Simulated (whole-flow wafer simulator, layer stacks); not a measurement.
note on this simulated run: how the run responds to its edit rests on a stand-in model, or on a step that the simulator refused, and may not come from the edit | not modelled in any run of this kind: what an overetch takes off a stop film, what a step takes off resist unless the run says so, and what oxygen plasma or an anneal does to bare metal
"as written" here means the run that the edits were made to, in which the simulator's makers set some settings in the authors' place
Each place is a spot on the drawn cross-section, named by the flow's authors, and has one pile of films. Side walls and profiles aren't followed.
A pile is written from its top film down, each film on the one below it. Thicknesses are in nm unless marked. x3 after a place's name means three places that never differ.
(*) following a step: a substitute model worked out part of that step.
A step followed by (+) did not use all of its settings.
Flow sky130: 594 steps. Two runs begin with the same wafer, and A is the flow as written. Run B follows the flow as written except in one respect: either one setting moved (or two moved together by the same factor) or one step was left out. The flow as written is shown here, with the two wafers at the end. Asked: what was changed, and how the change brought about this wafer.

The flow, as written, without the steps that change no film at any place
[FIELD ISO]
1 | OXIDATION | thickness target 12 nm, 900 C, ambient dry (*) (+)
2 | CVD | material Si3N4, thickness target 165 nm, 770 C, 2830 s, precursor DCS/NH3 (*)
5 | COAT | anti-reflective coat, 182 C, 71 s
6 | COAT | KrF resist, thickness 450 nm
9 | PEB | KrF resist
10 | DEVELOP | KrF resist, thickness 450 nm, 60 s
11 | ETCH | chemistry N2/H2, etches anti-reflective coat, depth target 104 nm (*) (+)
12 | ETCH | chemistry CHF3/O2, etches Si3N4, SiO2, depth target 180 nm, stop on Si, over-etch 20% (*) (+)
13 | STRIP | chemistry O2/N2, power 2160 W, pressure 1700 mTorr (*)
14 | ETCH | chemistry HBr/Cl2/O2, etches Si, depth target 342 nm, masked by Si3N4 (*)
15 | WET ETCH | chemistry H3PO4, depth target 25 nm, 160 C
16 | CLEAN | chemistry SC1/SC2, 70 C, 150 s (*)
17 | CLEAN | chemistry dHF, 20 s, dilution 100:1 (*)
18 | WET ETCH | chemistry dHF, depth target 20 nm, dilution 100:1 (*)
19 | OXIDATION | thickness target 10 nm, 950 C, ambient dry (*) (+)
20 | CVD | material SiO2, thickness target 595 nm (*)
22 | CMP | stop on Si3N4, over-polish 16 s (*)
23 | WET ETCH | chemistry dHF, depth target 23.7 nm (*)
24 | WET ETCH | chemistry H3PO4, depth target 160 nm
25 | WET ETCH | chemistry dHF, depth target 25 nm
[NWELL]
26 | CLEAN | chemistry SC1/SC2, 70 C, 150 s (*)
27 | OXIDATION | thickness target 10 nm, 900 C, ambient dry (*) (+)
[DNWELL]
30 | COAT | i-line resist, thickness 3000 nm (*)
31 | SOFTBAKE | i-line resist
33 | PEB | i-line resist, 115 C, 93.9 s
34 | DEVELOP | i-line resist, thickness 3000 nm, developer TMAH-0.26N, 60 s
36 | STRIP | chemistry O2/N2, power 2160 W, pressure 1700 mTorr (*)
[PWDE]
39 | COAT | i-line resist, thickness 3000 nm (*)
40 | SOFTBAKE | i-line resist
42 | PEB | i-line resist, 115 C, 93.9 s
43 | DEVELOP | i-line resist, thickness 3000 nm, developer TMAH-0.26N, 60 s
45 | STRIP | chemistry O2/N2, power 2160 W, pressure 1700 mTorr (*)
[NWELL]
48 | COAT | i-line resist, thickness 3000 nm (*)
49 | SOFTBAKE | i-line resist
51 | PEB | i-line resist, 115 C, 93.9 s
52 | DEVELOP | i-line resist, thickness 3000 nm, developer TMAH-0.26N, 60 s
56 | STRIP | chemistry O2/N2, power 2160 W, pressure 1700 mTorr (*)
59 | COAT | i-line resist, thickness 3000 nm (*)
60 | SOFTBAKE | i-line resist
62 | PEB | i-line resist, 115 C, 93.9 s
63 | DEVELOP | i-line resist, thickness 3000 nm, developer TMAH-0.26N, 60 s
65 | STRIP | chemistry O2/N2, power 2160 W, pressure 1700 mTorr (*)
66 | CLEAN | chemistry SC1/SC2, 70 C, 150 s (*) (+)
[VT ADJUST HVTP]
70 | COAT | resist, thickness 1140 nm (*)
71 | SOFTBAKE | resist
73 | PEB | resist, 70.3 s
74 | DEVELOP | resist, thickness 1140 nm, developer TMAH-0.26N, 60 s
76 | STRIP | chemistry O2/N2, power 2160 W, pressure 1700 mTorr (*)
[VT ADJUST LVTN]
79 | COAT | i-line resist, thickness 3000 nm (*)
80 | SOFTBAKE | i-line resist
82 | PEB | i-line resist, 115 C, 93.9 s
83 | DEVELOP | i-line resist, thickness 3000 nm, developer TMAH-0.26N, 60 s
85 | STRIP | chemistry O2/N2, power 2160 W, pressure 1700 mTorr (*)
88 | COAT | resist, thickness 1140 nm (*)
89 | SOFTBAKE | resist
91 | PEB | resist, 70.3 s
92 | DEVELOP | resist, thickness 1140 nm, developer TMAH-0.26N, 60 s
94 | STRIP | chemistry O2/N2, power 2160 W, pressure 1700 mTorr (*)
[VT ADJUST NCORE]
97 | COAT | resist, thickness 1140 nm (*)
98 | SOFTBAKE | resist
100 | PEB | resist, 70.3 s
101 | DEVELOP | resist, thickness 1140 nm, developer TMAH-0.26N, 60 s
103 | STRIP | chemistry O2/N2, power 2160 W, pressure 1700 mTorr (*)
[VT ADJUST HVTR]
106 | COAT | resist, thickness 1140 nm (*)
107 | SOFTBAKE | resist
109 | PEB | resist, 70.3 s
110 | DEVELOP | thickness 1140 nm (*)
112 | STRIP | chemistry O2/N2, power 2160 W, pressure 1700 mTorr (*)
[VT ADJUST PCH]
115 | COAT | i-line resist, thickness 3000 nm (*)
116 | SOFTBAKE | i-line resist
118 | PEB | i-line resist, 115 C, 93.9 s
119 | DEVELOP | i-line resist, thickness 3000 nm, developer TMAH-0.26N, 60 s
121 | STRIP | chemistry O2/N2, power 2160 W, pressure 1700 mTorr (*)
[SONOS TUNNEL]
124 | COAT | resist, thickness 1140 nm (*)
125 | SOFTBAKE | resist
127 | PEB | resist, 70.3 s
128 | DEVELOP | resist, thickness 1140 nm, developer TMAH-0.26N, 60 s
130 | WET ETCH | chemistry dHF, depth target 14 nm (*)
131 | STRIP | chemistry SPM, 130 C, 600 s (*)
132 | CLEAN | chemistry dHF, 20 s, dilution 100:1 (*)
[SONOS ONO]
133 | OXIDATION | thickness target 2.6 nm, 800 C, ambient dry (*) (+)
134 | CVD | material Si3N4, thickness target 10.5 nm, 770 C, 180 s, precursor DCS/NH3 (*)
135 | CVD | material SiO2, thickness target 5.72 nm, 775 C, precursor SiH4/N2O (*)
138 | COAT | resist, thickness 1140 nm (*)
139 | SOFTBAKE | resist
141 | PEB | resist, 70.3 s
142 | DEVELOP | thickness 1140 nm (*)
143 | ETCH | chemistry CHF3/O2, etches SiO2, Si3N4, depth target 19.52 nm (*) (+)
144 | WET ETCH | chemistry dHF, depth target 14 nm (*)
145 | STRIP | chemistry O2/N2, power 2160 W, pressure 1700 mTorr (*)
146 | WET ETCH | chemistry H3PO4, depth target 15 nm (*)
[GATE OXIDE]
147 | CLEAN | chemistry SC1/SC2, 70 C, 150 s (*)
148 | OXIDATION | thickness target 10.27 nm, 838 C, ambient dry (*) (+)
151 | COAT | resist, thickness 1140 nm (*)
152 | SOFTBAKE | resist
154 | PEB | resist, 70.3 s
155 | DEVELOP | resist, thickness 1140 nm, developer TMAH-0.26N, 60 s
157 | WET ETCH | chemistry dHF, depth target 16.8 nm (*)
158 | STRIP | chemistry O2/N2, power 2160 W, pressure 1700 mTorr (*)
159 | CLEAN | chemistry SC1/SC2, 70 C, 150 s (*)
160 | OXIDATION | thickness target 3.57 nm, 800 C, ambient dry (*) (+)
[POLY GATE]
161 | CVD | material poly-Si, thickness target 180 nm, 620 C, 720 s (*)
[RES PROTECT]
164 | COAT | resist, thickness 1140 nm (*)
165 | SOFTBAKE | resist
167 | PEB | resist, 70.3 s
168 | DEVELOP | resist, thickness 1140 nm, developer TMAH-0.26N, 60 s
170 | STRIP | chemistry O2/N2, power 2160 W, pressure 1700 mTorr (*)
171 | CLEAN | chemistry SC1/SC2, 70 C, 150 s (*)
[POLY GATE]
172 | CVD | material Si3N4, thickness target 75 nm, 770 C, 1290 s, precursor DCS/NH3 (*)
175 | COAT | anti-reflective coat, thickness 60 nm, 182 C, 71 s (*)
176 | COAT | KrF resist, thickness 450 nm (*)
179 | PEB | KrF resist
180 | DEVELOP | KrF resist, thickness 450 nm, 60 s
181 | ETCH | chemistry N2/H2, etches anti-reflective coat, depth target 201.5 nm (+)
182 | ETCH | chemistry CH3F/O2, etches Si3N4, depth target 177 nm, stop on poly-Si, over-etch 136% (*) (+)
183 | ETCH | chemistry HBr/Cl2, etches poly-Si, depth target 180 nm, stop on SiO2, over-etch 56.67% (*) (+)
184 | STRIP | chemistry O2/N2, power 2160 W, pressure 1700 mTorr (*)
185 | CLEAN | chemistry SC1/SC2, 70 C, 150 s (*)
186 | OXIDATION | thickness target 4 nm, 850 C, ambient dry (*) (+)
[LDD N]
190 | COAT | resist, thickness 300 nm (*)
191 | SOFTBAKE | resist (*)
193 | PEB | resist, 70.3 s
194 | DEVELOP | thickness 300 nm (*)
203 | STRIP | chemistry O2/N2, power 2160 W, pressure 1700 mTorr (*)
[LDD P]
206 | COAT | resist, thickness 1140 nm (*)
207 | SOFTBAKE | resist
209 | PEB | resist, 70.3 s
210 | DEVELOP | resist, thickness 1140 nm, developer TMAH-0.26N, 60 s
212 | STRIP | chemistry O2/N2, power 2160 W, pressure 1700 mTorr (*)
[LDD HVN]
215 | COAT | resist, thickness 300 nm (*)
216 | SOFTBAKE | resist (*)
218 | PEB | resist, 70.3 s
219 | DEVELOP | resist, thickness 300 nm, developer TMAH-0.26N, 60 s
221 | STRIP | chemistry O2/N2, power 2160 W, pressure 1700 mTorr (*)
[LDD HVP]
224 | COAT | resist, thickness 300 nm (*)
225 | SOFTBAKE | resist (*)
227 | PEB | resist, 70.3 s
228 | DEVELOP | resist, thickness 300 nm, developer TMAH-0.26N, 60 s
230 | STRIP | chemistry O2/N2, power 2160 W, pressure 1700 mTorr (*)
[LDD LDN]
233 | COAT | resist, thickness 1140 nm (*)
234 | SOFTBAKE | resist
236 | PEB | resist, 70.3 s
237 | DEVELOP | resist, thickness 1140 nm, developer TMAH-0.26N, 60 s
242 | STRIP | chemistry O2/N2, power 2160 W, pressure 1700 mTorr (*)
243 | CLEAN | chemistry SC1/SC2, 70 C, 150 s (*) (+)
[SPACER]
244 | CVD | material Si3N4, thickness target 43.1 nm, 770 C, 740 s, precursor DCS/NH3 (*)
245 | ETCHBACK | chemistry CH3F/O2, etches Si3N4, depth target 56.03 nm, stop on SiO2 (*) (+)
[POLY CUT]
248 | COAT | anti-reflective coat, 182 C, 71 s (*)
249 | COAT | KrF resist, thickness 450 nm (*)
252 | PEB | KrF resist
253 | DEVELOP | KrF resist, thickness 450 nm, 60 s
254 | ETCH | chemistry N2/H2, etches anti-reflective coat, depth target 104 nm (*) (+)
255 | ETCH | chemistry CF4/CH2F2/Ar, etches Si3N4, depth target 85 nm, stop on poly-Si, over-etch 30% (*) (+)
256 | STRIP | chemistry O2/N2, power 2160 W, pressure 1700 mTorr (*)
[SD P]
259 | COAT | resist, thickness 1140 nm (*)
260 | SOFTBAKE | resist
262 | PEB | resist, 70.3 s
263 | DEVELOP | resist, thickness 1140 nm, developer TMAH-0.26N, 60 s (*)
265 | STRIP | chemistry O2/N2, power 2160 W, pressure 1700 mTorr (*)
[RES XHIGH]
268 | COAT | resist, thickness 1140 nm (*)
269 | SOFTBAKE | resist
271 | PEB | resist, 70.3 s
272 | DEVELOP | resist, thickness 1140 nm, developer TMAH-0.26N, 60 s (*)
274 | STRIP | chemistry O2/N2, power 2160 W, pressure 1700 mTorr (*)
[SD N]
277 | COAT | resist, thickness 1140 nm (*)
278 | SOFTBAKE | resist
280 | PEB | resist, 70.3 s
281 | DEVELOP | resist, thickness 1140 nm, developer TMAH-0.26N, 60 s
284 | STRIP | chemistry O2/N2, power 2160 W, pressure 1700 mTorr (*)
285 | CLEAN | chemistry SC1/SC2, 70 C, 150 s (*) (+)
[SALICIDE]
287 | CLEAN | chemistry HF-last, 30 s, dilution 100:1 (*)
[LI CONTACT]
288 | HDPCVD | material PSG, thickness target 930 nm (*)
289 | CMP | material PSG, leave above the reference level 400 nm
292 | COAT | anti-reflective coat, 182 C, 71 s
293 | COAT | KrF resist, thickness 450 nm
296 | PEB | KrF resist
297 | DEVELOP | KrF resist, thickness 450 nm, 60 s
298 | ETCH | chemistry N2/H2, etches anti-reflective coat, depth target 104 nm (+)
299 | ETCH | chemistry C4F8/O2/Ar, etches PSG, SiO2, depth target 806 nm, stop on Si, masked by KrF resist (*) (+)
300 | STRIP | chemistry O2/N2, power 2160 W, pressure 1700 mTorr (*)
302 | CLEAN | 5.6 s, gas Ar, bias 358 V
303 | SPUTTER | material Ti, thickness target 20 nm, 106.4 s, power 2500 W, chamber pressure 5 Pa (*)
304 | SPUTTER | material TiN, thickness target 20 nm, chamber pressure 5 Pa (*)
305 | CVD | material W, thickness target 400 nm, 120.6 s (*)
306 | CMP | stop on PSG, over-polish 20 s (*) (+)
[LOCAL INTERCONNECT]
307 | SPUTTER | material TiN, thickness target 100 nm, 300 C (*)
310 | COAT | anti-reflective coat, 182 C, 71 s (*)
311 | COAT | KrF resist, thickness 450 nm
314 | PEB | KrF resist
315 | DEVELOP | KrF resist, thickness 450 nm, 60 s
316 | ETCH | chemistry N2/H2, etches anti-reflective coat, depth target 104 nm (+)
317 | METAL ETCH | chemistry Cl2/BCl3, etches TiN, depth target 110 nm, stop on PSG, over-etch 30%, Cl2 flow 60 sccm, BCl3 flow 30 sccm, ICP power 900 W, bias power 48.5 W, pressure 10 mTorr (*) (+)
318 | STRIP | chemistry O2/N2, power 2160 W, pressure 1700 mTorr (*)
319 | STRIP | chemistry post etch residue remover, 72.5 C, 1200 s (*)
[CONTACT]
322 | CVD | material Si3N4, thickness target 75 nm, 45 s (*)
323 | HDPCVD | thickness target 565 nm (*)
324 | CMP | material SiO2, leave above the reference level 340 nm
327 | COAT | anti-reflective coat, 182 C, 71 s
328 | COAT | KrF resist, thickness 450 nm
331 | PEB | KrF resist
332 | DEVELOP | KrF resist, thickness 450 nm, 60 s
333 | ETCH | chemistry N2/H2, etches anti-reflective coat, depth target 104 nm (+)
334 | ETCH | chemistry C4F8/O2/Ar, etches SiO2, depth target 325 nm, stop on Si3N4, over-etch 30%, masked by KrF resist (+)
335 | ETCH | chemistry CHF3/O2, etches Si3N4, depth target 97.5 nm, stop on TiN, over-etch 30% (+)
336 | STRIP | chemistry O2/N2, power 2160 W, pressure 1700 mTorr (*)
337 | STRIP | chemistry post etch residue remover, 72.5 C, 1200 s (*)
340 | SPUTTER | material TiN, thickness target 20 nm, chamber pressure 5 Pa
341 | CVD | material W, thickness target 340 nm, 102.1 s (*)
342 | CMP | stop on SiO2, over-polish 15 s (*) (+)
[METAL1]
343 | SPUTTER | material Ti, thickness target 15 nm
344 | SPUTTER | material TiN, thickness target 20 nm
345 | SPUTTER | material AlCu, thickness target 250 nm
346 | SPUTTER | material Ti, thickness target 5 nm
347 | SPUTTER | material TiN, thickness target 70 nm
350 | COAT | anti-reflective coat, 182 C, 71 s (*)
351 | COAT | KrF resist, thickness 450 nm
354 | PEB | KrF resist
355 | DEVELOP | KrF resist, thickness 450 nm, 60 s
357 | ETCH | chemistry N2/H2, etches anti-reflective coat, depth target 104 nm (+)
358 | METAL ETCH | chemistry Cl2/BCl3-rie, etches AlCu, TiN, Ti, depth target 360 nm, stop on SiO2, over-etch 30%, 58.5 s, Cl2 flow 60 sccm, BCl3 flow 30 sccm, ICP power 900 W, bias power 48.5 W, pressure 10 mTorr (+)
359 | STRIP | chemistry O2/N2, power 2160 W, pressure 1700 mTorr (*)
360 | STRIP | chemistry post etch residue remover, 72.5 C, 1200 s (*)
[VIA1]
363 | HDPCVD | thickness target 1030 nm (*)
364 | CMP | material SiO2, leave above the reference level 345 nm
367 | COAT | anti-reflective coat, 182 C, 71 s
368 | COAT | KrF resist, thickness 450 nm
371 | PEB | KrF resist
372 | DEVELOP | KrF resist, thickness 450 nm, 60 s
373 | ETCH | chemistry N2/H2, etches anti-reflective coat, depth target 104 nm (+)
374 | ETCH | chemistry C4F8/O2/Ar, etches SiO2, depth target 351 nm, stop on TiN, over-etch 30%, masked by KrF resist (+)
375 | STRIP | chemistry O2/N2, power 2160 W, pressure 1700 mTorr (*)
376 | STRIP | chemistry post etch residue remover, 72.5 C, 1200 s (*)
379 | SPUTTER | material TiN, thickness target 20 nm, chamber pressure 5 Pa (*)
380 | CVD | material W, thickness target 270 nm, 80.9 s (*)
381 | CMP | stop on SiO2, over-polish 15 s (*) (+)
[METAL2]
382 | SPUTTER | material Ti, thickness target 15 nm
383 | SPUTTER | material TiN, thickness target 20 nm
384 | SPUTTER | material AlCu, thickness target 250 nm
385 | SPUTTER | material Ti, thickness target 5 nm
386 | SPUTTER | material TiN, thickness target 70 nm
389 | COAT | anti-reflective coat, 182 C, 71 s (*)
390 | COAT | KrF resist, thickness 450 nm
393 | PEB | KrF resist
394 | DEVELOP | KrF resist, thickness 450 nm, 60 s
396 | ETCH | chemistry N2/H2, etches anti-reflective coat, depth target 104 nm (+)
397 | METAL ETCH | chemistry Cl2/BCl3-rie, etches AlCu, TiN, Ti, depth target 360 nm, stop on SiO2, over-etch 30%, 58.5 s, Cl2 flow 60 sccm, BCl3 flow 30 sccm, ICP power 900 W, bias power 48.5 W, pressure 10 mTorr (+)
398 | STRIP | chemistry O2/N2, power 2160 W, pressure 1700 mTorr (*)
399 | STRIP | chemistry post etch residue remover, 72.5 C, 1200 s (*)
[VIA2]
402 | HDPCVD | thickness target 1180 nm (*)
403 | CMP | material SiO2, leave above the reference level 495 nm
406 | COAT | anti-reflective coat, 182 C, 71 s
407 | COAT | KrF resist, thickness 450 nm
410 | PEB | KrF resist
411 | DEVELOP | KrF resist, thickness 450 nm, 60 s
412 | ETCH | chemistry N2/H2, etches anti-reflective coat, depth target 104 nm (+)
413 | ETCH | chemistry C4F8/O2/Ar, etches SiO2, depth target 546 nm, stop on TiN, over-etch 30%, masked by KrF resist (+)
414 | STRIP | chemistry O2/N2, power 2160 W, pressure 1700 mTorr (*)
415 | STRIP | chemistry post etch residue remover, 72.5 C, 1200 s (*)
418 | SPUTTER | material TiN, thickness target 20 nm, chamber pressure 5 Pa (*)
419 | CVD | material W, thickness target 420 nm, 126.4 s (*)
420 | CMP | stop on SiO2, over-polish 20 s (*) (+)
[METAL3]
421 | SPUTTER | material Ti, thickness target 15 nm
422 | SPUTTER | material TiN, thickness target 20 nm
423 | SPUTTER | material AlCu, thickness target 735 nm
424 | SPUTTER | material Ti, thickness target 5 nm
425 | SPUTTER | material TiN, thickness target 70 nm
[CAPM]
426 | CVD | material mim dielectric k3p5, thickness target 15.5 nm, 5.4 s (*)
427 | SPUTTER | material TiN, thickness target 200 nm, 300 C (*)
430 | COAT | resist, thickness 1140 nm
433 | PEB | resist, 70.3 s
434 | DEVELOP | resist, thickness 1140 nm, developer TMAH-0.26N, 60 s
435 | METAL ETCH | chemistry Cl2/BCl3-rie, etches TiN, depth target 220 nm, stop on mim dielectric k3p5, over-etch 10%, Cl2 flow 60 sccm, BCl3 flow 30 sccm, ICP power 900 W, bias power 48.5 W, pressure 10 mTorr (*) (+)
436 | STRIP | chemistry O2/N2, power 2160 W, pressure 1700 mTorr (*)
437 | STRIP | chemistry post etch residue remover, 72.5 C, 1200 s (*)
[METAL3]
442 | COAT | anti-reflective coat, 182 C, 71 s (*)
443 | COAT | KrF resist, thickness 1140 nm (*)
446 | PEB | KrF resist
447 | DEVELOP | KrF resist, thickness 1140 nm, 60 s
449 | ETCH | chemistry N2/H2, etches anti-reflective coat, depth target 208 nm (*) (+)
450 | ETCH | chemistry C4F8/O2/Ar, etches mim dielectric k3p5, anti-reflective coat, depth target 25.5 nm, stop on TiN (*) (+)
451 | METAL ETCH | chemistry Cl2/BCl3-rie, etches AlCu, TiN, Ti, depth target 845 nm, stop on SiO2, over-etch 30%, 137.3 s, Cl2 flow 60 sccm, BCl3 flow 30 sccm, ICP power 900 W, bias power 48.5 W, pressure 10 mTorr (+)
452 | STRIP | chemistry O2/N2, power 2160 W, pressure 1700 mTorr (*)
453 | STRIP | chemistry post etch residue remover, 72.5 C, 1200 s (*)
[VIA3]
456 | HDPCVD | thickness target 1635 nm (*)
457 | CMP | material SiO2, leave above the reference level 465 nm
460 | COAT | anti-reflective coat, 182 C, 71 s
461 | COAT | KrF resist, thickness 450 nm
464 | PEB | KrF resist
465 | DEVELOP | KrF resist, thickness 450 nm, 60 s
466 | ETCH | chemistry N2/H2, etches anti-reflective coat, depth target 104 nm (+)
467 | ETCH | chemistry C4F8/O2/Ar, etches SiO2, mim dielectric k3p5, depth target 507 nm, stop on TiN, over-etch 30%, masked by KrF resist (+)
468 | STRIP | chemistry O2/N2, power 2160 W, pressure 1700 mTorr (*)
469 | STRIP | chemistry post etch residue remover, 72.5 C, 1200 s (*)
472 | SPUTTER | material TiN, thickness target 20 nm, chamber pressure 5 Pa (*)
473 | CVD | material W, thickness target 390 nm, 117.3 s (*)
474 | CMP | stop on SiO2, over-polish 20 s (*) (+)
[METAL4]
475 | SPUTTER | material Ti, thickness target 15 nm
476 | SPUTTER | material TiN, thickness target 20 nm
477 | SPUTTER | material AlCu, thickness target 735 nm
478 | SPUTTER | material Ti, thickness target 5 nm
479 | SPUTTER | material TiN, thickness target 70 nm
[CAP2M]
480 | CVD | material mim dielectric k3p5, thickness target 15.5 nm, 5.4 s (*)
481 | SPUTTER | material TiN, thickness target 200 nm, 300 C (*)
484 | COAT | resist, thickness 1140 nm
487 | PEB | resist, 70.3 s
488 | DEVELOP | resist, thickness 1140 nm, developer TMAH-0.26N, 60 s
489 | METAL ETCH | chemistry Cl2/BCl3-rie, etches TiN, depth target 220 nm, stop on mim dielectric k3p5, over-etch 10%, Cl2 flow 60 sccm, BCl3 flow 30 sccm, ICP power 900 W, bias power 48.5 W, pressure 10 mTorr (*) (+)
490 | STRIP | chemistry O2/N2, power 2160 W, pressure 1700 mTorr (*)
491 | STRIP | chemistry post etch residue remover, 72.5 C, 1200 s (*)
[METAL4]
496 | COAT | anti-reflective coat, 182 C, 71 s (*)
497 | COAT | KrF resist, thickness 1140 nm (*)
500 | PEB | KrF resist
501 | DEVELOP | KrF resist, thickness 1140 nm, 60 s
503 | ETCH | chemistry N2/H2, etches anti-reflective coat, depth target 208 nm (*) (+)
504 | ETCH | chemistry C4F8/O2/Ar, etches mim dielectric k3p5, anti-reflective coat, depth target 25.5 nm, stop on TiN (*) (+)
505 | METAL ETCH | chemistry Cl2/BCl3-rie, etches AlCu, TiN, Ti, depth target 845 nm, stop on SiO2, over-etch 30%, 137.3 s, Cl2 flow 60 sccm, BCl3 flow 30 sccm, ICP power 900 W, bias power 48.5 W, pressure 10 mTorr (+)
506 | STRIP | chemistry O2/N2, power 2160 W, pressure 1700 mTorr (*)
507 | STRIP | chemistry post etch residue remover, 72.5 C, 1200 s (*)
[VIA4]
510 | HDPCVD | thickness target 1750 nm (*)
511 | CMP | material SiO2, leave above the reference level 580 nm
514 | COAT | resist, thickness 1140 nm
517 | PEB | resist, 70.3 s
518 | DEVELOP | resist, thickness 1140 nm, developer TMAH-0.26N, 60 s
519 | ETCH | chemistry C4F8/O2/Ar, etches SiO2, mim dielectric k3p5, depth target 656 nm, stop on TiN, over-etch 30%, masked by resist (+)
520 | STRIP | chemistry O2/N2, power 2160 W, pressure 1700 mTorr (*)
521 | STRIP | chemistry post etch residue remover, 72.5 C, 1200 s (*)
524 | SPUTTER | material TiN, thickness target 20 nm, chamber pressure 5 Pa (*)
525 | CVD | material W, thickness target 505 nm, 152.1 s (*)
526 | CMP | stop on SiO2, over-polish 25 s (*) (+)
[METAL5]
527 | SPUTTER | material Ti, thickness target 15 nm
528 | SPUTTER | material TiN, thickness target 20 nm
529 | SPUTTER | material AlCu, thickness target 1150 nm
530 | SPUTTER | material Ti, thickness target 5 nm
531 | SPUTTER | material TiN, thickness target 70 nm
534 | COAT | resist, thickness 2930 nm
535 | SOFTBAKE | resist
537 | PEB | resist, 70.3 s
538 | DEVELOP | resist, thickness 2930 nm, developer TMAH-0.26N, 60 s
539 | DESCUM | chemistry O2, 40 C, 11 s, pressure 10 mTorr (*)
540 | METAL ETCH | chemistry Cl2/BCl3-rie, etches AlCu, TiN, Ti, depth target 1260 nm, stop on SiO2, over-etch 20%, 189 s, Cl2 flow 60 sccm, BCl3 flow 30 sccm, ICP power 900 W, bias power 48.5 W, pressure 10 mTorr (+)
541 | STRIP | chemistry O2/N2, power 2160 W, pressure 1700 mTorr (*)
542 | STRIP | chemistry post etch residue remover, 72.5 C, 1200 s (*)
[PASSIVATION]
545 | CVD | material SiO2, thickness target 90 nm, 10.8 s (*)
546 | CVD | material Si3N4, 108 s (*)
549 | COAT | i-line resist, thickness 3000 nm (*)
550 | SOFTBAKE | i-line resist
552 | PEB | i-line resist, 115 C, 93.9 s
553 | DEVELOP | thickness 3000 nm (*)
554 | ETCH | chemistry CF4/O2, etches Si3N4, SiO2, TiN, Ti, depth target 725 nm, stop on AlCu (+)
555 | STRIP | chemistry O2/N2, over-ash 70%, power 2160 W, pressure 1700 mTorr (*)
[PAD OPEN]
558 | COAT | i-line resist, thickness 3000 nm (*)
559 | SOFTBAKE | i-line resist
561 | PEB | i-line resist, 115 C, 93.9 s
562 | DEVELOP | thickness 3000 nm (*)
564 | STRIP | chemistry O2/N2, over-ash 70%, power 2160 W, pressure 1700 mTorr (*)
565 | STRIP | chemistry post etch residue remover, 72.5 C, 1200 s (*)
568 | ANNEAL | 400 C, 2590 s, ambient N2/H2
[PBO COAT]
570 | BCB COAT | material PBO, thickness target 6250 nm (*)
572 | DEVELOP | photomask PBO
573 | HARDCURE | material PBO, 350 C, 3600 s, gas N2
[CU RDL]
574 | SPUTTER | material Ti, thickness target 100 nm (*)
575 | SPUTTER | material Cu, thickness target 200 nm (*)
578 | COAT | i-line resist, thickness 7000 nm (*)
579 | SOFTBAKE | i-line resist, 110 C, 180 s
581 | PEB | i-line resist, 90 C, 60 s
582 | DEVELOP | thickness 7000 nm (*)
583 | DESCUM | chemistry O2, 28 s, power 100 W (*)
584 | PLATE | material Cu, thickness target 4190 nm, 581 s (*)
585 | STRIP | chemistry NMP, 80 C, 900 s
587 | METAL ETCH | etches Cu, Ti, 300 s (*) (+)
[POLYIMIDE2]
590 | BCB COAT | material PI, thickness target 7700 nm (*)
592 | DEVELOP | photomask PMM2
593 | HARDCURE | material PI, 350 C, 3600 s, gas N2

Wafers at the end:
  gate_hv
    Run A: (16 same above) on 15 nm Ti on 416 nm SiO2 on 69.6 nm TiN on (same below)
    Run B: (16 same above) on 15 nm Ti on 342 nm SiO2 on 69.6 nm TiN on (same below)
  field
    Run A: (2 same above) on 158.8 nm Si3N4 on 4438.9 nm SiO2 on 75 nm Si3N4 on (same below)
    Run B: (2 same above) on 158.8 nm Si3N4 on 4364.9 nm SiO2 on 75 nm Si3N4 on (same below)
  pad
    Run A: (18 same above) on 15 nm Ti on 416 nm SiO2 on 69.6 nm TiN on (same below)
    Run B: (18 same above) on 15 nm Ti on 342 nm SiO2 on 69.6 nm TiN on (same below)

The reason: step 403, CMP: leave above the reference level 421 nm was run, while the flow as written has leave above the reference level 495 nm.

The path from the change to this, step by step:
  403 | CMP | material SiO2, leave above the reference level 495 nm
      n_well, p_well, gate_hv and 101 more: A SiO2 loses 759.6 | B SiO2 loses 833.6
      field, active, gate and 82 more: A SiO2 loses 389.1 | B SiO2 loses 463.1
      (and at 2 other places as well)
  413 | ETCH | chemistry C4F8/O2/Ar, etches SiO2, depth target 546 nm, stop on TiN, over-etch 30%, masked by KrF resist (+)
      field, active, n_well and 186 more: A KrF resist loses 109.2 | B KrF resist loses 90
      m1: A SiO2 loses 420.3 (all of it) | B SiO2 loses 346.3 (all of it)
      (and at 1 other place as well)
  414 | STRIP | chemistry O2/N2, power 2160 W, pressure 1700 mTorr (*)
      field, active, n_well and 186 more: A KrF resist loses 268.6 (all of it), anti-reflective coat loses 80 (all of it) | B KrF resist loses 287.8 (all of it), anti-reflective coat loses 80 (all of it)
  418 | SPUTTER | material TiN, thickness target 20 nm, chamber pressure 5 Pa (*)
      m1, via2_hole: A TiN gains 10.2 | B TiN gains 11.2
  419 | CVD | material W, thickness target 420 nm, 126.4 s (*)
      m1: A W gains 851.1 (new film) | B W gains 776.1 (new film)
      via2_hole: A W gains 850.7 (new film) | B W gains 775.7 (new film)
